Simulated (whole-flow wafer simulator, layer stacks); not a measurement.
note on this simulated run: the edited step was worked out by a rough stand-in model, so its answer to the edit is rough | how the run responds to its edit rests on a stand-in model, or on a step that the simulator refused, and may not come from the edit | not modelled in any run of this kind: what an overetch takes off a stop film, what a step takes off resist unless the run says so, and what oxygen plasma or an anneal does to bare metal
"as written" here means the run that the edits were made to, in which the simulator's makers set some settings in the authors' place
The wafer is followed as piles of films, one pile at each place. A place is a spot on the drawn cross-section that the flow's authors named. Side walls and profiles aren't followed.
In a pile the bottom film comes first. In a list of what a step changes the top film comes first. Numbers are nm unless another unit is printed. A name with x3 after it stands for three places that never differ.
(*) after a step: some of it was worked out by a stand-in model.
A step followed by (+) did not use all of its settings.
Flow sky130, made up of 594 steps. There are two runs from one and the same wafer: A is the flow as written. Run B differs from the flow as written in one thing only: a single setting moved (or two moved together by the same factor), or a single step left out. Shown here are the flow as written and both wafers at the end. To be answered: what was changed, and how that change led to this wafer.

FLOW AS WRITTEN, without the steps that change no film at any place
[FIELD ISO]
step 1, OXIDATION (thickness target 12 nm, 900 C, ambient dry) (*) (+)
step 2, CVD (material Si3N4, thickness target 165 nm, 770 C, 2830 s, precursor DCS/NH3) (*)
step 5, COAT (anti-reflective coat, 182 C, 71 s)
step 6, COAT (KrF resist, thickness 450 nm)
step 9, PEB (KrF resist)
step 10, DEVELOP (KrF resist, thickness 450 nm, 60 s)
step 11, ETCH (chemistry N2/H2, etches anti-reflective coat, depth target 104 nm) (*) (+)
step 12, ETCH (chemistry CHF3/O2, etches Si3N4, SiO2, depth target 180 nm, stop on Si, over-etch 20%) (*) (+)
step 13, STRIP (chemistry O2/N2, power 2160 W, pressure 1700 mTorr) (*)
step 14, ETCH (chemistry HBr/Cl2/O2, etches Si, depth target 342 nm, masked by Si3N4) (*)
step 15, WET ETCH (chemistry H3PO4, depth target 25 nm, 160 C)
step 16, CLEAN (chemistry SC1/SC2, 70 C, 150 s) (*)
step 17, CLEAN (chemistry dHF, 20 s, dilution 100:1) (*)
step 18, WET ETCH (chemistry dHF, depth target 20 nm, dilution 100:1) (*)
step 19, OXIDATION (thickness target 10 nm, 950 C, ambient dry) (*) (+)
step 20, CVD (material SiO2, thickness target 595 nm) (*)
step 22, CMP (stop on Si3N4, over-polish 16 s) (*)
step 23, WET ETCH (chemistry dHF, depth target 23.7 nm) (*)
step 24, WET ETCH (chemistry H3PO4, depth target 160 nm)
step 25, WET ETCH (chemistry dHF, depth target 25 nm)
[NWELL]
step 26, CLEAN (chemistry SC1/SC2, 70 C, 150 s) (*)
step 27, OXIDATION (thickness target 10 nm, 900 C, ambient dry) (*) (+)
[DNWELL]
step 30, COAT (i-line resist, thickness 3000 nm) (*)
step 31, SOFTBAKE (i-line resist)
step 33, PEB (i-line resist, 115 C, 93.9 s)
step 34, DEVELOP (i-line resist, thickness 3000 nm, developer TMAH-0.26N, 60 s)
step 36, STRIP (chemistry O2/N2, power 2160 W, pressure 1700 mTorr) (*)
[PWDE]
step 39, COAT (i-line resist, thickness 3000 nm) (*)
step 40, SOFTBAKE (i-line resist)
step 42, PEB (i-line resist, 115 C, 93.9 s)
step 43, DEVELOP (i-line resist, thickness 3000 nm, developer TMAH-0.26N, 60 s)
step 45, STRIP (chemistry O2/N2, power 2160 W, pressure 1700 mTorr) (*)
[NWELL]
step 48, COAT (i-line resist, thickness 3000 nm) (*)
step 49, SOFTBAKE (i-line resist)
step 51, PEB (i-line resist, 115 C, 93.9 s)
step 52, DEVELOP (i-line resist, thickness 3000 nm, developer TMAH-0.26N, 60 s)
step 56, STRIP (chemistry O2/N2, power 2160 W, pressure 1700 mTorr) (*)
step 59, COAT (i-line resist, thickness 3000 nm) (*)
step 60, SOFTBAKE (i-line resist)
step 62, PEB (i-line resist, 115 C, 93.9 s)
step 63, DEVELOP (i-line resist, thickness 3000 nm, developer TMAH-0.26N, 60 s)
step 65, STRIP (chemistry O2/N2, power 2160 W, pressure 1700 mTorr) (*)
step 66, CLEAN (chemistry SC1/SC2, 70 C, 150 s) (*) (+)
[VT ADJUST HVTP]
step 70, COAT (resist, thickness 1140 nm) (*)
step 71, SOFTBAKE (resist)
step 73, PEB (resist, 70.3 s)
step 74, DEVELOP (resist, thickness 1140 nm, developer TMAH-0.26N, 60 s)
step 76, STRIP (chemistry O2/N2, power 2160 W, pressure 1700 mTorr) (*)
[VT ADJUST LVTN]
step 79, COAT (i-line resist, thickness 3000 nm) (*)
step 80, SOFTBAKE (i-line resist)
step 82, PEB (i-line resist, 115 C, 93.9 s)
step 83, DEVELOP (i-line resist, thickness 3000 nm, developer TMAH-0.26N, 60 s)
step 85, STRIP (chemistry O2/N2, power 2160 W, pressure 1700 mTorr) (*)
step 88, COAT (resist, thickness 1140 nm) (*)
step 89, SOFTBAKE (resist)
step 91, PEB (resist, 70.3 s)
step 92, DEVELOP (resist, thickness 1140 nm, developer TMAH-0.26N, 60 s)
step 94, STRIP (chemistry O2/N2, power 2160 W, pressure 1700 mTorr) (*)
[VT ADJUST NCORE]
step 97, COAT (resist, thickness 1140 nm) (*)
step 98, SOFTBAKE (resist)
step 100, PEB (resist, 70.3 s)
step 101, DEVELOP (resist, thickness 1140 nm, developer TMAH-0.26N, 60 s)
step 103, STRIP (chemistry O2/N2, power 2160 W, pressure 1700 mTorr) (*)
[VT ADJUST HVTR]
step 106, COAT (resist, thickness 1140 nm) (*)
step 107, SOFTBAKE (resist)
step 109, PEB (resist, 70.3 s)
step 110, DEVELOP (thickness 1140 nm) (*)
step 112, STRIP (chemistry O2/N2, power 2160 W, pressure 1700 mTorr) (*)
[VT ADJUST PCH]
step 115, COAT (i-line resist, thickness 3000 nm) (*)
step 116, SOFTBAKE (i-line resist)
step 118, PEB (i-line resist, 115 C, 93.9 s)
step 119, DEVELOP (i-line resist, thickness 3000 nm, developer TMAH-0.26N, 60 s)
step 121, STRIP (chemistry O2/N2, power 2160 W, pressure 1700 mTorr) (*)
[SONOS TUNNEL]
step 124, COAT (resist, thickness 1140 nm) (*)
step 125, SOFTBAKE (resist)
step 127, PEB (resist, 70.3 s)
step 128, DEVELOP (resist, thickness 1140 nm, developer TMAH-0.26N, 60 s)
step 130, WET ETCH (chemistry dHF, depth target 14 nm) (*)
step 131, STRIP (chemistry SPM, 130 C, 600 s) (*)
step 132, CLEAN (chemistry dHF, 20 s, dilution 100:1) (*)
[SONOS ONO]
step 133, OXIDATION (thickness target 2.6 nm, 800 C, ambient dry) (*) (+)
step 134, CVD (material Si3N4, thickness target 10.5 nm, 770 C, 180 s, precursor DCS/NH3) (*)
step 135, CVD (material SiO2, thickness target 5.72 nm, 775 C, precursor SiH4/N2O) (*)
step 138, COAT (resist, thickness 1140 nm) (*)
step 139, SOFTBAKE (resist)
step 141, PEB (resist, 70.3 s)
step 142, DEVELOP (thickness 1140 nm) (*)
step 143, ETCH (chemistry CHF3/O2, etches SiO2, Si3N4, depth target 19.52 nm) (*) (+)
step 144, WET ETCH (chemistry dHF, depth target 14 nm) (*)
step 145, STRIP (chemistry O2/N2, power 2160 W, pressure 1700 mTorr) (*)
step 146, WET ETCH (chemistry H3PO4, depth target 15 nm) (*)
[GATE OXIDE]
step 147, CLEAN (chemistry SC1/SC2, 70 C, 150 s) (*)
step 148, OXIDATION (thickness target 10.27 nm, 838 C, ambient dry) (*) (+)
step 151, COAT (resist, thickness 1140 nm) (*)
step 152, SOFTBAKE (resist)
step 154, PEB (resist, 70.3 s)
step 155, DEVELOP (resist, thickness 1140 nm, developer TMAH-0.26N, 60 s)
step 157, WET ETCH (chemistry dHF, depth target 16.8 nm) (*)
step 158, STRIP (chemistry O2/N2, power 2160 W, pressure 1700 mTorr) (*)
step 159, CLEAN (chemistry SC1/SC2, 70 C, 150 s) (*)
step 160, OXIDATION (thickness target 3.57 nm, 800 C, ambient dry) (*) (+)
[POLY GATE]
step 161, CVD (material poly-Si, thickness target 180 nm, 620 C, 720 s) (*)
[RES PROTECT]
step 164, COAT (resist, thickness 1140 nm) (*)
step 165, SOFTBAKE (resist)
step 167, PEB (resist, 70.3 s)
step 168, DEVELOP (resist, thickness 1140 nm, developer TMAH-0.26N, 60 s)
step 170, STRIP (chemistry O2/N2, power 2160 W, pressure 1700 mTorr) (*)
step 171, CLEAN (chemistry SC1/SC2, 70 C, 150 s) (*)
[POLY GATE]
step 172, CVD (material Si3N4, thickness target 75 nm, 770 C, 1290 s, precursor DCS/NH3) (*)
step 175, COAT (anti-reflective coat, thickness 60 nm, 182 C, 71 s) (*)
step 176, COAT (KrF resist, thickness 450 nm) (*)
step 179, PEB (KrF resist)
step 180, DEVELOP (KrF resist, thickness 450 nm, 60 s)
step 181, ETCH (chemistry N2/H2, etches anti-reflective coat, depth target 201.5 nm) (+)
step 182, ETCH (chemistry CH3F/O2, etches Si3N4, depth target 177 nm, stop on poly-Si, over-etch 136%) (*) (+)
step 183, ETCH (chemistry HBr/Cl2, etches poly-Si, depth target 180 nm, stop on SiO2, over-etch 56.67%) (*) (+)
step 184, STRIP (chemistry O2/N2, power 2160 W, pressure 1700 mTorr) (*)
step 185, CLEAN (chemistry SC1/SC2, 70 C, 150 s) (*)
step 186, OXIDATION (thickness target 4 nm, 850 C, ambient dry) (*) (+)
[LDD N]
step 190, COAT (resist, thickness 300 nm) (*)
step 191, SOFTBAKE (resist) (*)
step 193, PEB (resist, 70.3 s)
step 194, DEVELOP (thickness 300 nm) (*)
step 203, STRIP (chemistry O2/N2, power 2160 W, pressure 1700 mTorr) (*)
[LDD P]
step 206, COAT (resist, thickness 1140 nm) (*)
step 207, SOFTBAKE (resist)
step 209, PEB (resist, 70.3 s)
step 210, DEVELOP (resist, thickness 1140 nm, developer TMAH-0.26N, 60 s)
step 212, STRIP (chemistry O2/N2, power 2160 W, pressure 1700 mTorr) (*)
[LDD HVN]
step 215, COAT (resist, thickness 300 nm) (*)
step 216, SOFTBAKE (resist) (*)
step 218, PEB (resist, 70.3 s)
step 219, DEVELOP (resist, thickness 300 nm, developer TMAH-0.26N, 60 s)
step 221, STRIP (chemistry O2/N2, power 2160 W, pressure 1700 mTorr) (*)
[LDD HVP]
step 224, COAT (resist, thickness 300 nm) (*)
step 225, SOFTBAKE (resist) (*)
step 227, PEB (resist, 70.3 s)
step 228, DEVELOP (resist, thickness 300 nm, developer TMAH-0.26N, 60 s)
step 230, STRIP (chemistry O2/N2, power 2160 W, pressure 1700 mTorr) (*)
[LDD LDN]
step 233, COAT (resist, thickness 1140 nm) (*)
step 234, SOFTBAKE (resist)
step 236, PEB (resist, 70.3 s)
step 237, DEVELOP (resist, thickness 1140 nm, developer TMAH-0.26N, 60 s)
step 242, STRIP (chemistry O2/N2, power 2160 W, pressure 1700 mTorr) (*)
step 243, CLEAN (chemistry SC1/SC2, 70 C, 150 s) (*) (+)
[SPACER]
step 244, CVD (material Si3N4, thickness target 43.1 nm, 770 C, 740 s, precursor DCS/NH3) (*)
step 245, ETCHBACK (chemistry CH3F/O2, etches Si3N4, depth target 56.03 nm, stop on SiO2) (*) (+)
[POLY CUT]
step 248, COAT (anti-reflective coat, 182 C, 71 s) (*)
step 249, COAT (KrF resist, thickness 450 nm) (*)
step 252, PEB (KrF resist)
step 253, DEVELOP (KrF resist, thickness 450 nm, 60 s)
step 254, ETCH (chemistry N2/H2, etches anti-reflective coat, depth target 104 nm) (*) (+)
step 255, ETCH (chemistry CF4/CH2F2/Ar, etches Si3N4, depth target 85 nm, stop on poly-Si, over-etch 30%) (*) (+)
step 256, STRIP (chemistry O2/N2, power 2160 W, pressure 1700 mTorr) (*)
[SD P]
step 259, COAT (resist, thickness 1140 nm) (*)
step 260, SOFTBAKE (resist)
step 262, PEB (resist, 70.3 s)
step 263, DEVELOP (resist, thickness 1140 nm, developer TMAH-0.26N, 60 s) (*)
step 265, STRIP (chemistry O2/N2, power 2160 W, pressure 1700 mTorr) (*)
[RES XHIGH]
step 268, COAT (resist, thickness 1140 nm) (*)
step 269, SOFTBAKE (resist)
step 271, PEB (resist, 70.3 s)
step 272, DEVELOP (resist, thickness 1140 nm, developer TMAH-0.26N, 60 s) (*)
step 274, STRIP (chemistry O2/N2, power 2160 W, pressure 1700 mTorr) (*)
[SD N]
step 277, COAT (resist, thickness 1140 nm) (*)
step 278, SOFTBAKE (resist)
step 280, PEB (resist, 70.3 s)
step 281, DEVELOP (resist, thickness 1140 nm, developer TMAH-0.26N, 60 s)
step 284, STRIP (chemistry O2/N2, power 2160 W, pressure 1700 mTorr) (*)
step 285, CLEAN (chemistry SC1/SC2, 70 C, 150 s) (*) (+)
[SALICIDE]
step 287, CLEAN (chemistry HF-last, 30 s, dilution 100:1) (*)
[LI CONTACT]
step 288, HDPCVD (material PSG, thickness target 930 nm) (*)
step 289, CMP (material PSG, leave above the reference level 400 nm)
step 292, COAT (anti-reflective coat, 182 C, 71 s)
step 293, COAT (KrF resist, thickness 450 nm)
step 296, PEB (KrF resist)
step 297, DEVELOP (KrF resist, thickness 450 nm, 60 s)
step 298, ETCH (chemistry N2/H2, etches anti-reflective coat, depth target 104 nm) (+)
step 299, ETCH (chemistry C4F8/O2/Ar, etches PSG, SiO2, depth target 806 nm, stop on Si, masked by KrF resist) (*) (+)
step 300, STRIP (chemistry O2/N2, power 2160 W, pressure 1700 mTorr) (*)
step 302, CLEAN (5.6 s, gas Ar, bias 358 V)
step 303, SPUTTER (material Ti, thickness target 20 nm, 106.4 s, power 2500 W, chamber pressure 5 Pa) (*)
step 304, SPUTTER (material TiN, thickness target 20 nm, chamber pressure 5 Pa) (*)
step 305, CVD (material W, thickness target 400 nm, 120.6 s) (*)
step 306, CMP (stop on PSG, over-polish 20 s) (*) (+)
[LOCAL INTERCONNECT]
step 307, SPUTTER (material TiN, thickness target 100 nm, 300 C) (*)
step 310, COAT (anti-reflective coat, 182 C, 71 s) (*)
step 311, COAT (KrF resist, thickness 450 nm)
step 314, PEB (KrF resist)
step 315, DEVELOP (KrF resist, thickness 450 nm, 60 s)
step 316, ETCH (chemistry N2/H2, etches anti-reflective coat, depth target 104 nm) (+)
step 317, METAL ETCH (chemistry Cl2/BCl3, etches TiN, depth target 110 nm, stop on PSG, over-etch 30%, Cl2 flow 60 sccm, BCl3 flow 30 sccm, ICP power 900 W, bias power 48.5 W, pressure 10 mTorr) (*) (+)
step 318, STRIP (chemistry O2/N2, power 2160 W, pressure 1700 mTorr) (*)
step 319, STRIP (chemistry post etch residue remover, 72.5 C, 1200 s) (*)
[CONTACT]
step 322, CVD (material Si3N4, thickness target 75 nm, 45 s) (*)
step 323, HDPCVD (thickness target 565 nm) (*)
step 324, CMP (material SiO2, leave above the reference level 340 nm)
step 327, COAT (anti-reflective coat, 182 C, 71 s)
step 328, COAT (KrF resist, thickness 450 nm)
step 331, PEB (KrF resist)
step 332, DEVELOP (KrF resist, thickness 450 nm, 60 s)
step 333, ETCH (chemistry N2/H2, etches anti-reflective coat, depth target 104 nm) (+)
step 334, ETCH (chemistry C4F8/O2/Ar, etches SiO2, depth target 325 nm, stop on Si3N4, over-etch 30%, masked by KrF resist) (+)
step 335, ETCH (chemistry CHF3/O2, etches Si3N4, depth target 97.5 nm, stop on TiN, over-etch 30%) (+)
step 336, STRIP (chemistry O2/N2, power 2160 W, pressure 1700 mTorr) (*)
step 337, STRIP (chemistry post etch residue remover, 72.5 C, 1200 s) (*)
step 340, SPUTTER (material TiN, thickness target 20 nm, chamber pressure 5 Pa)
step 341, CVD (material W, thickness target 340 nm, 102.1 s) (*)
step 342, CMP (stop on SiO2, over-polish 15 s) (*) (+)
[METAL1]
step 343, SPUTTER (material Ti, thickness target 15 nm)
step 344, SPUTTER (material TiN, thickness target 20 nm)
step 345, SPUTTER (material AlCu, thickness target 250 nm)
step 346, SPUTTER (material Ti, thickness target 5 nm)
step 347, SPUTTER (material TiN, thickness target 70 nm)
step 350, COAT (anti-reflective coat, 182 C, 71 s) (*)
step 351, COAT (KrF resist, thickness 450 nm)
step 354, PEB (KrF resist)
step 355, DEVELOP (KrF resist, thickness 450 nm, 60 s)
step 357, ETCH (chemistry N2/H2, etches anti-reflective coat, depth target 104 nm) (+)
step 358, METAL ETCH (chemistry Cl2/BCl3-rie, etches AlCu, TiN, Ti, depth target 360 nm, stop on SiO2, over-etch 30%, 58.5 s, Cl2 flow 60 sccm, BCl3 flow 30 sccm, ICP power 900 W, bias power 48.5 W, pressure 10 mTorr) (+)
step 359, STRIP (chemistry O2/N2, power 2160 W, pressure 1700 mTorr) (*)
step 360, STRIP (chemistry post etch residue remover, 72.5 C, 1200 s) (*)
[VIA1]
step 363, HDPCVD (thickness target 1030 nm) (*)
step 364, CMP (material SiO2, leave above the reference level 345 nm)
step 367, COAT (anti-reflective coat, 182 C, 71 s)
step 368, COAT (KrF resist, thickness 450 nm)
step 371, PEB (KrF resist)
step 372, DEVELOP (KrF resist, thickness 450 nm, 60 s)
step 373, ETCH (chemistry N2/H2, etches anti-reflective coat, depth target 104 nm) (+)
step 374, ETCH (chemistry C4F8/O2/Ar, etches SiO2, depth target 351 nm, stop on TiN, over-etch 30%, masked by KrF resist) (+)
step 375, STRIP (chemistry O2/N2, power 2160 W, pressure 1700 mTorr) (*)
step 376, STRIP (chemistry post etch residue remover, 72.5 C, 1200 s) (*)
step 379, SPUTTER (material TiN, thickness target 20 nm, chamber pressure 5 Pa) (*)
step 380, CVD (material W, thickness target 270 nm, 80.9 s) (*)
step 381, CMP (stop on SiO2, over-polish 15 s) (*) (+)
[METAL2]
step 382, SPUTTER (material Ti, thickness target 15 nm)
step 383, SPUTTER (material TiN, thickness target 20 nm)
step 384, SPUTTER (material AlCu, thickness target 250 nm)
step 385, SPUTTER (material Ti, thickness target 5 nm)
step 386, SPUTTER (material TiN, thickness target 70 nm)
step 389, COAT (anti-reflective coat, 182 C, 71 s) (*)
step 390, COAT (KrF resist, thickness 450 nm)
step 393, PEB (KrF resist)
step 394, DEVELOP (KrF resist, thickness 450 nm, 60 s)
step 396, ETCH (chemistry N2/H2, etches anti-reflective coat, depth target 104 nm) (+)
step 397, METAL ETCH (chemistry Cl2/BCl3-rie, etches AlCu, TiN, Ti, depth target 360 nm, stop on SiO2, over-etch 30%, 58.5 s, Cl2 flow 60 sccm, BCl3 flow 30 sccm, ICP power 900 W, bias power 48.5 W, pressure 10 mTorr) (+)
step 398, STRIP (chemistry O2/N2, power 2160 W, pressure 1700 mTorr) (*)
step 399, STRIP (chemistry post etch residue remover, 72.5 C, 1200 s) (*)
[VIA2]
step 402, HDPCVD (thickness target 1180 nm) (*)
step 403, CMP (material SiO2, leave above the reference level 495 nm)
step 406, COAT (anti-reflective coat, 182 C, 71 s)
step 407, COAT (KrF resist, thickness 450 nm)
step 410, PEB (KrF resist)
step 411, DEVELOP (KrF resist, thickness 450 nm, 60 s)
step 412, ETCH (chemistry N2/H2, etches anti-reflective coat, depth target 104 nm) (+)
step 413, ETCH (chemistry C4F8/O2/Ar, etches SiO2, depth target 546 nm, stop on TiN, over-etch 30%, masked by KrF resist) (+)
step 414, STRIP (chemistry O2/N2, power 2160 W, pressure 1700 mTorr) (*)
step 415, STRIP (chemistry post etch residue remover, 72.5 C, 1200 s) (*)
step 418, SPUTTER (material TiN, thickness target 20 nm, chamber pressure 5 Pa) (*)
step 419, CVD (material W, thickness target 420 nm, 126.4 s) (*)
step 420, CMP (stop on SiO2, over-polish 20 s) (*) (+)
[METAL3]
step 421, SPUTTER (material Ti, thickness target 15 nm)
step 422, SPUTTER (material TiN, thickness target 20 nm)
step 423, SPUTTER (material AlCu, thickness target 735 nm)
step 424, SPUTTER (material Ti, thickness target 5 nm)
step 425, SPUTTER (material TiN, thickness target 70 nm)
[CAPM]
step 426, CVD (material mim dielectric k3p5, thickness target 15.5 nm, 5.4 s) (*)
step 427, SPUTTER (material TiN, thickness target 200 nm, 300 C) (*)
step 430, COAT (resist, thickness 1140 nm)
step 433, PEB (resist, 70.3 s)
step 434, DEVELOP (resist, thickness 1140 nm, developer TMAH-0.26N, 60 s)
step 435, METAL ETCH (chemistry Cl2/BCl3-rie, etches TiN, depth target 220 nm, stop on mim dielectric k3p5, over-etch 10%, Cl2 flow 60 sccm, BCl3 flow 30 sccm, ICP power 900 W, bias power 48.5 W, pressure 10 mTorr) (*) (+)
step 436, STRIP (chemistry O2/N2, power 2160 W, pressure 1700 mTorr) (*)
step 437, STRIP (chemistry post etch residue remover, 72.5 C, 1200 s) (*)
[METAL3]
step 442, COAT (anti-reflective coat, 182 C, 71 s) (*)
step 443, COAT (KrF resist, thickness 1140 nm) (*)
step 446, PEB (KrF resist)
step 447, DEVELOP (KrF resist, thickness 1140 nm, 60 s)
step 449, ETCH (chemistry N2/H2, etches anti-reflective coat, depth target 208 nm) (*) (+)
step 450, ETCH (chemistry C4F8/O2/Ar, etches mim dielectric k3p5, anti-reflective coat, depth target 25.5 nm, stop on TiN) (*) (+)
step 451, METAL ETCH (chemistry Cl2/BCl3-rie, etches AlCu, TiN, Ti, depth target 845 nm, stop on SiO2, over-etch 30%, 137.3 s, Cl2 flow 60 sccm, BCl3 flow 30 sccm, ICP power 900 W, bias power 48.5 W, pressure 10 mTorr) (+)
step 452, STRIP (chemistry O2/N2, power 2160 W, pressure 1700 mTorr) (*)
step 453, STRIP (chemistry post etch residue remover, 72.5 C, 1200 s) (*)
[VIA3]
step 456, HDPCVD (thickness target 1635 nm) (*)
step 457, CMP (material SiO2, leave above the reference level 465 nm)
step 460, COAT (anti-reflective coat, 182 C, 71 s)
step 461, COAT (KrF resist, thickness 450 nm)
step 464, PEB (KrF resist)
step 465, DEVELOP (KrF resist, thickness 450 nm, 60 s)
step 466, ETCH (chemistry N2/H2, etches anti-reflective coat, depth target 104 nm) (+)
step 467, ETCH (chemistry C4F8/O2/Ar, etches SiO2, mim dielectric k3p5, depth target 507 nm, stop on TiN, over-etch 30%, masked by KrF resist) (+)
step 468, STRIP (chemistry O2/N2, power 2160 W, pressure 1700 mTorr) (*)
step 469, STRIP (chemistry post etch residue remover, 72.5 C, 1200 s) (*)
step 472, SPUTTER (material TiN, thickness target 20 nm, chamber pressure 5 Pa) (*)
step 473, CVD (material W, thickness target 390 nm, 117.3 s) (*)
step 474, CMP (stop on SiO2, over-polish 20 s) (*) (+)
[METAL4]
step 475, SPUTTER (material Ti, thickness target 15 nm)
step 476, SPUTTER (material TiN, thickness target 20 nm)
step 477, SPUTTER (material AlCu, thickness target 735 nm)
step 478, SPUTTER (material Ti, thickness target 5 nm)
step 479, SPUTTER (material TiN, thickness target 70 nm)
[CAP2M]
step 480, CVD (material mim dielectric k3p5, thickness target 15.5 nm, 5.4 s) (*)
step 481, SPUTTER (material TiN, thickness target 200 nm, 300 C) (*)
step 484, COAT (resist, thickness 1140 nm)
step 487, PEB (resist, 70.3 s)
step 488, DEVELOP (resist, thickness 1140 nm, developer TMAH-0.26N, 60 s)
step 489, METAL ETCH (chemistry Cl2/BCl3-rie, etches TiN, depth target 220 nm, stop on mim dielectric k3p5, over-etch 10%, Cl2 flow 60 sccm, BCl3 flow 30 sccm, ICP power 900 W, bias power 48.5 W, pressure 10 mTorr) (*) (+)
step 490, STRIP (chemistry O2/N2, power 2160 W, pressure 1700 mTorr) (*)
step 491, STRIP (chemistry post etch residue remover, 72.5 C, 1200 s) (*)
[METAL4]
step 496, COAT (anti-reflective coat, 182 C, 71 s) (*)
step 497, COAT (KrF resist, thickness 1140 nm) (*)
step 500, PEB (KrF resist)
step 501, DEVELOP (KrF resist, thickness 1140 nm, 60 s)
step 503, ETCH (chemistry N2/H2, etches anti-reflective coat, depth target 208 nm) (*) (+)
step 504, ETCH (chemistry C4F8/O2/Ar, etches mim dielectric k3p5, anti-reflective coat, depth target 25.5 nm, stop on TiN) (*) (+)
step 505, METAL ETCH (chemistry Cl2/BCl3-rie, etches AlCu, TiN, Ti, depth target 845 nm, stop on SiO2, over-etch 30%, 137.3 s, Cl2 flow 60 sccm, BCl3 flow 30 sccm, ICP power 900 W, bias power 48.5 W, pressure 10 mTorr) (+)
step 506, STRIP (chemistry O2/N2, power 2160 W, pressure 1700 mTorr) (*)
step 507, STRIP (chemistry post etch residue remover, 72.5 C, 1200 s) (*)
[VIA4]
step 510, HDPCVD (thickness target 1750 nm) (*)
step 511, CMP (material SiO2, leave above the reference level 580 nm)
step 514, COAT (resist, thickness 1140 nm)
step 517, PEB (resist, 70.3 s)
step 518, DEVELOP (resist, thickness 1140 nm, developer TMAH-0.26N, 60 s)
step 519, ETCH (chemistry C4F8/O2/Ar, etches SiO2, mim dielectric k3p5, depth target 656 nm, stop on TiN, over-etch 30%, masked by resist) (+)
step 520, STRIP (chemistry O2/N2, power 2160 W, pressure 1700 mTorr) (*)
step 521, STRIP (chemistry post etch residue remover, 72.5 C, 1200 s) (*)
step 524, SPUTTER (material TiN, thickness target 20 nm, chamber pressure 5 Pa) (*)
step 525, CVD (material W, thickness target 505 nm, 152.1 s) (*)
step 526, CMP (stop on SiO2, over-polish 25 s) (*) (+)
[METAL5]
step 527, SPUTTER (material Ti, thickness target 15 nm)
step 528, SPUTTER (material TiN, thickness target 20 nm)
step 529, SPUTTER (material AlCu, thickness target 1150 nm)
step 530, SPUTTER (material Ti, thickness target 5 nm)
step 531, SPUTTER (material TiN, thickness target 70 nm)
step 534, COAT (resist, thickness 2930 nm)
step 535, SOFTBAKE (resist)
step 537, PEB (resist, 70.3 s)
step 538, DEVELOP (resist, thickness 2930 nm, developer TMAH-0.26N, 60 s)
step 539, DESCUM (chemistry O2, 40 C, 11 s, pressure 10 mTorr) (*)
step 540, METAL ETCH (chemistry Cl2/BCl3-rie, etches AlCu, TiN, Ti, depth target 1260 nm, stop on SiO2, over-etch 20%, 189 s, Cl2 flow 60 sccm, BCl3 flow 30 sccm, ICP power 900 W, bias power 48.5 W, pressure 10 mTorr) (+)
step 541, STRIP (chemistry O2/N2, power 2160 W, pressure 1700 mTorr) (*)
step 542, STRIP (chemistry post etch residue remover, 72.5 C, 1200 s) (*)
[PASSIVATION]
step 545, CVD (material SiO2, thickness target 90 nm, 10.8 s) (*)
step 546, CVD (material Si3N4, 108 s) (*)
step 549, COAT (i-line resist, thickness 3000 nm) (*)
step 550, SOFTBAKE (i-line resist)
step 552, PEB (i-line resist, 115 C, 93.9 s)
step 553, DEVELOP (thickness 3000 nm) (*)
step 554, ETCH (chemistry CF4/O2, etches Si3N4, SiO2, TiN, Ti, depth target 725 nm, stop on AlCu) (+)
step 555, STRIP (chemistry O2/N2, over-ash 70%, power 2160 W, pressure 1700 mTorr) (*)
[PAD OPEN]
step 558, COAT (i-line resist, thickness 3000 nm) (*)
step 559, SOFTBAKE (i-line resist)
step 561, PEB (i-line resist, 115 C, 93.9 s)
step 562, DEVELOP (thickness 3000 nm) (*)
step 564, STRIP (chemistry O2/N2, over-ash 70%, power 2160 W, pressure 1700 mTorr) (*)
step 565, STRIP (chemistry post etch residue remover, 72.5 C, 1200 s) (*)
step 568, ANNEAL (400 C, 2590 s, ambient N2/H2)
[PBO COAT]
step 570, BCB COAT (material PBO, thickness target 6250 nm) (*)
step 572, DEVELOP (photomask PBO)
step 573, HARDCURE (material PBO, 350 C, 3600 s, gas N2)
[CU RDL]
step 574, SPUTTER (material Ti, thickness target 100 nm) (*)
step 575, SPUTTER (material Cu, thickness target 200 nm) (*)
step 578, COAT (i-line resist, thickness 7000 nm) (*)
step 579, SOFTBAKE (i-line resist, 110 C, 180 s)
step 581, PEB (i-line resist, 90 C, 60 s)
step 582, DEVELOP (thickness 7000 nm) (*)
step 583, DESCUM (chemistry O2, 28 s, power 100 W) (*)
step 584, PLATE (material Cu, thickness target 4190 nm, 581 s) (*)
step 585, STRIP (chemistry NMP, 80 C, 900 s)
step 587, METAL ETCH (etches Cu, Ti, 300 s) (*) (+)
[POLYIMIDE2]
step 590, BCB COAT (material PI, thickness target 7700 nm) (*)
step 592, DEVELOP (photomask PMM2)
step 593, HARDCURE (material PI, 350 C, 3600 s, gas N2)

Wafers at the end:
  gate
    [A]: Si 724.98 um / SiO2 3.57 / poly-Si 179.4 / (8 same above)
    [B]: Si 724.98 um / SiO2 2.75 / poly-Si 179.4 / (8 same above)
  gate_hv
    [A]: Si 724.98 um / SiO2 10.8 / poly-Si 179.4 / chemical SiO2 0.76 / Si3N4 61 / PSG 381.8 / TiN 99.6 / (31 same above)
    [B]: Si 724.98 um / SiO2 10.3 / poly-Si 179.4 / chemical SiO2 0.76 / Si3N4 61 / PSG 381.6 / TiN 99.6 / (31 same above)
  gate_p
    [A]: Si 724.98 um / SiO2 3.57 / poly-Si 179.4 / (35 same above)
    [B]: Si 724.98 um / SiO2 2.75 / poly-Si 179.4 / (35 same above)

What caused this: step 160, OXIDATION: 740 C was run, whereas the flow has 800 C.

Step by step, how the change led to this:
  step 160, OXIDATION (thickness target 3.57 nm, 800 C, ambient dry) (*) (+)
      active, n_well, p_well and 58 more: A +3.57 SiO2 (new film), -0.76 chemical SiO2 (all of it), -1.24 Si | B +2.75 SiO2 (new film), -0.76 chemical SiO2 (all of it), -0.88 Si
  step 186, OXIDATION (thickness target 4 nm, 850 C, ambient dry) (*) (+)
      active, p_well, spacer and 26 more: A +1.55 SiO2, -0.68 Si | B +2.15 SiO2, -0.94 Si
